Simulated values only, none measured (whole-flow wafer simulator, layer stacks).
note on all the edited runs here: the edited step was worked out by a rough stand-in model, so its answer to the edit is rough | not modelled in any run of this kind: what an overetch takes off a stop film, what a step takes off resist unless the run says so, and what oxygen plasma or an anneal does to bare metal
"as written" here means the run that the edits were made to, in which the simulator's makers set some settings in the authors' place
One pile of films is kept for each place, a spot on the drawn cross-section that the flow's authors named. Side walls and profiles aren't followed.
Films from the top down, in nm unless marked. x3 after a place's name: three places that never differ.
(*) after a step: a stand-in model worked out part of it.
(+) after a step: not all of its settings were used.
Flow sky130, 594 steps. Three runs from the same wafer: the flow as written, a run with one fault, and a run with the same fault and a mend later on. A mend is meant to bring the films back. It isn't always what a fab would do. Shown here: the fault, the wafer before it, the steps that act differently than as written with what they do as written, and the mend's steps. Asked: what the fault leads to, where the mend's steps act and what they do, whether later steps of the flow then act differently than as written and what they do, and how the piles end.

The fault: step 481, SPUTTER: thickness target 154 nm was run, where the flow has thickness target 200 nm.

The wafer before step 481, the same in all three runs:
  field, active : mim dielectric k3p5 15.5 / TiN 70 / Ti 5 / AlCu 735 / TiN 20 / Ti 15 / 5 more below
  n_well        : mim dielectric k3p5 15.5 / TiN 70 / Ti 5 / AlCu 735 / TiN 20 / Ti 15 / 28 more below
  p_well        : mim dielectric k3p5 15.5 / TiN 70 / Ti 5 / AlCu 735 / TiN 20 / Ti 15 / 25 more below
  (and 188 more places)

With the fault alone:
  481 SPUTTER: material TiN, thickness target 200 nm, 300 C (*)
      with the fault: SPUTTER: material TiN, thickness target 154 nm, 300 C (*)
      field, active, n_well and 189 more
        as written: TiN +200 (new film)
        with the fault: TiN +154 (new film)
  Later steps of the flow that act differently than as written (3 more steps differ only slightly, by at most 2% or 0.5 nm, whichever is larger, and aren't shown):
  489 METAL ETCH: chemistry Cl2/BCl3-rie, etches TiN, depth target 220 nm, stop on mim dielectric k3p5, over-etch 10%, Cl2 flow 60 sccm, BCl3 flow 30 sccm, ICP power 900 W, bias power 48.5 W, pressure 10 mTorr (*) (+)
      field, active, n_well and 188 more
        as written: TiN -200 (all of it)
        with the fault: TiN -154 (all of it)
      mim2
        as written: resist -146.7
        with the fault: resist -112.9
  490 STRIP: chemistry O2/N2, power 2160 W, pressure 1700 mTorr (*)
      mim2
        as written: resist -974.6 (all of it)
        with the fault: resist -1008.3 (all of it)
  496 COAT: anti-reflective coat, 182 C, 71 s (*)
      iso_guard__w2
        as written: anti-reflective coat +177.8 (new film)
        with the fault: anti-reflective coat +147.5 (new film)
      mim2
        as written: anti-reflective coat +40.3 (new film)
        with the fault: anti-reflective coat +31.2 (new film)
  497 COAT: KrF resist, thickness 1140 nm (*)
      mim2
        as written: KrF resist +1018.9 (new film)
        with the fault: KrF resist +1061.8 (new film)
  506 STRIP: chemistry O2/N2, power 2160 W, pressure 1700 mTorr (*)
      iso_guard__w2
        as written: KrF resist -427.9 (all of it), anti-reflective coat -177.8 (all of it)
        with the fault: KrF resist -448.3 (all of it), anti-reflective coat -147.5 (all of it)
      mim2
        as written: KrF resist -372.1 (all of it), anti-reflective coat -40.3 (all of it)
        with the fault: KrF resist -414.9 (all of it), anti-reflective coat -31.2 (all of it)
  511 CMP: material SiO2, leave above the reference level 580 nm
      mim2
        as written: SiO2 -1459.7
        with the fault: SiO2 -1413.7
  At the end the piles differ from the flow's by more than 2% or 0.5 nm, whichever is larger, at mim2.
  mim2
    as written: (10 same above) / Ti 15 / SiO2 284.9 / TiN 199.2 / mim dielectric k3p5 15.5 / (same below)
    with the fault: (10 same above) / Ti 15 / SiO2 330.9 / TiN 153.2 / mim dielectric k3p5 15.5 / (same below)

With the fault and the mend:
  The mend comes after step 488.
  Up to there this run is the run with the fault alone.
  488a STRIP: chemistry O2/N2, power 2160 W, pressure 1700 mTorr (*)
      mim2
        resist -1121.3 (all of it)
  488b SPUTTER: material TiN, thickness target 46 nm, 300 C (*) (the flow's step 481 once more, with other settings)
      field, active, n_well and 189 more
        TiN +46
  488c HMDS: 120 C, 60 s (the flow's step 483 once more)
      changes no film at any place that is followed
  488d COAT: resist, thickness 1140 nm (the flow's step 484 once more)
      field, active, n_well and 187 more
        resist +1140 (new film)
      m1, via3_hole
        resist +1140.6 (new film)
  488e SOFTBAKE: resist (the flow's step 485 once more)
      changes no film at any place that is followed
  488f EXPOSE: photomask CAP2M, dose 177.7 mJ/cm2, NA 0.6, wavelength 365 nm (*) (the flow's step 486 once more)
      changes no film at any place that is followed
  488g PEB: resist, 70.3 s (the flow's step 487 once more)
      field, active, n_well and 189 more
        resist -18.7
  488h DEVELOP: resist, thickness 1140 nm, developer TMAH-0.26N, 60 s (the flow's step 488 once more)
      field, active, n_well and 186 more
        resist -1121.3 (all of it)
      m1, via3_hole
        resist -1121.9 (all of it)
  No later step of the flow acts differently than as written at any place that is followed.
  At the end the piles are the same as the flow's at every place that both follow.
